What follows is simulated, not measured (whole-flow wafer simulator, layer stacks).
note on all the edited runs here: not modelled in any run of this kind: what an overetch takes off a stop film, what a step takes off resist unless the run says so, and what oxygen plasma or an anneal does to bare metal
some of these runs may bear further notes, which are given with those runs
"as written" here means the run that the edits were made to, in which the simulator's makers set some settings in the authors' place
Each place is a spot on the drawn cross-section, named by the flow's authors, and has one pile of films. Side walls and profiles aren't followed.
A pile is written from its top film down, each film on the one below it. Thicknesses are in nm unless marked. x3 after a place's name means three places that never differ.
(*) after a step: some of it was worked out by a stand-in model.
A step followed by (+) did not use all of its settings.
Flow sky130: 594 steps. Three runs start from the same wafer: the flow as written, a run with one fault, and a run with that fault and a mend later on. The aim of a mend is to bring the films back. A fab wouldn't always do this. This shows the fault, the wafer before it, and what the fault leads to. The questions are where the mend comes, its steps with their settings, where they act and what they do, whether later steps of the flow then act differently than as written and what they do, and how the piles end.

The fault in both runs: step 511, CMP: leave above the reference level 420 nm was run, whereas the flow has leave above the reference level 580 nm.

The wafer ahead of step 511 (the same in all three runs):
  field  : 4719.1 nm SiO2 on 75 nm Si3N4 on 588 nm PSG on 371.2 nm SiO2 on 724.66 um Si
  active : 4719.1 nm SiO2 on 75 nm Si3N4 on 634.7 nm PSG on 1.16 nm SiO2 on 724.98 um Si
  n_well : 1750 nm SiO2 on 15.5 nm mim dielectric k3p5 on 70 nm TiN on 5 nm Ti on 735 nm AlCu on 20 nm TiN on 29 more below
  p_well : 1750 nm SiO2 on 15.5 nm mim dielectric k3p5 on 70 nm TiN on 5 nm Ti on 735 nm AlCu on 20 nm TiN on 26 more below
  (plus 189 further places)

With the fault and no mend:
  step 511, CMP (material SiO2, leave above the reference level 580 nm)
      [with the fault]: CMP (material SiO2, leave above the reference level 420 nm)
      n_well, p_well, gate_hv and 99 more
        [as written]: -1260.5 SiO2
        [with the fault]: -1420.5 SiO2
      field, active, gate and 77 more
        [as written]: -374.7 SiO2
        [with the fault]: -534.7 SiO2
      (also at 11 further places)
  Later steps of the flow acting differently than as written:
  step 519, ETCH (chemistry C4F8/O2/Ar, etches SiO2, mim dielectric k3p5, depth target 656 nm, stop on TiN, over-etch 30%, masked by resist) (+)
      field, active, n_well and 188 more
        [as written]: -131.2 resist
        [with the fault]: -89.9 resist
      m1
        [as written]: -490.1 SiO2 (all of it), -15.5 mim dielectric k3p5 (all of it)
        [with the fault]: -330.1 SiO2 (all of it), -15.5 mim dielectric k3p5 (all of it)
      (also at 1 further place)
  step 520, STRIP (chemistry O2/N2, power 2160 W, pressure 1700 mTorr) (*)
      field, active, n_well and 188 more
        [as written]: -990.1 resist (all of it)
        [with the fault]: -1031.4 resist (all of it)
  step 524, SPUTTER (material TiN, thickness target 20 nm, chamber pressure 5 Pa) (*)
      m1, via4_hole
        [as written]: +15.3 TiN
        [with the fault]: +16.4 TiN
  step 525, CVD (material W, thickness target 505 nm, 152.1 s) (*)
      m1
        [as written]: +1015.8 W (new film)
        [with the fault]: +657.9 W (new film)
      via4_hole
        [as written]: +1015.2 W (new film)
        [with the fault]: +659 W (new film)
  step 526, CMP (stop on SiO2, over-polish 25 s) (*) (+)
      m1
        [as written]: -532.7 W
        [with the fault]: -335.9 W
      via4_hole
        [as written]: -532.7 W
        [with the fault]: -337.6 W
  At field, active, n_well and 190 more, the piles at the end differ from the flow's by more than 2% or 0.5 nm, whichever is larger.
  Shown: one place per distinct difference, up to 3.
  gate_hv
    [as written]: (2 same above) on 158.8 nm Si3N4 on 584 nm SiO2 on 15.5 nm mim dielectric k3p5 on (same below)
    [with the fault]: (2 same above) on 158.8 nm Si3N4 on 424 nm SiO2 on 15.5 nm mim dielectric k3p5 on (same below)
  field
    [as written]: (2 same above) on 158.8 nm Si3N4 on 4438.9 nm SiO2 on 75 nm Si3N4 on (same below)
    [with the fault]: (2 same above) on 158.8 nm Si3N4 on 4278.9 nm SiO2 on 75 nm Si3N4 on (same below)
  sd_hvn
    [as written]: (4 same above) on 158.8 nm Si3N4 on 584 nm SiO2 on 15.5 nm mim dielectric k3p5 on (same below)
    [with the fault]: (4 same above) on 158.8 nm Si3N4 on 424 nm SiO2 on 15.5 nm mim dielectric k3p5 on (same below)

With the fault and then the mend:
  The mend stands after step 511.
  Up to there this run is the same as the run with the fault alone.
  step 511a, HDPCVD (thickness target 160 nm) (*) (the flow's step 510, run once more with other settings)
      field, active, n_well and 190 more
        +160 SiO2
  None of the later steps of the flow acts differently than as written at any place that is followed.
  By the end, the piles equal the flow's at every place that both follow.
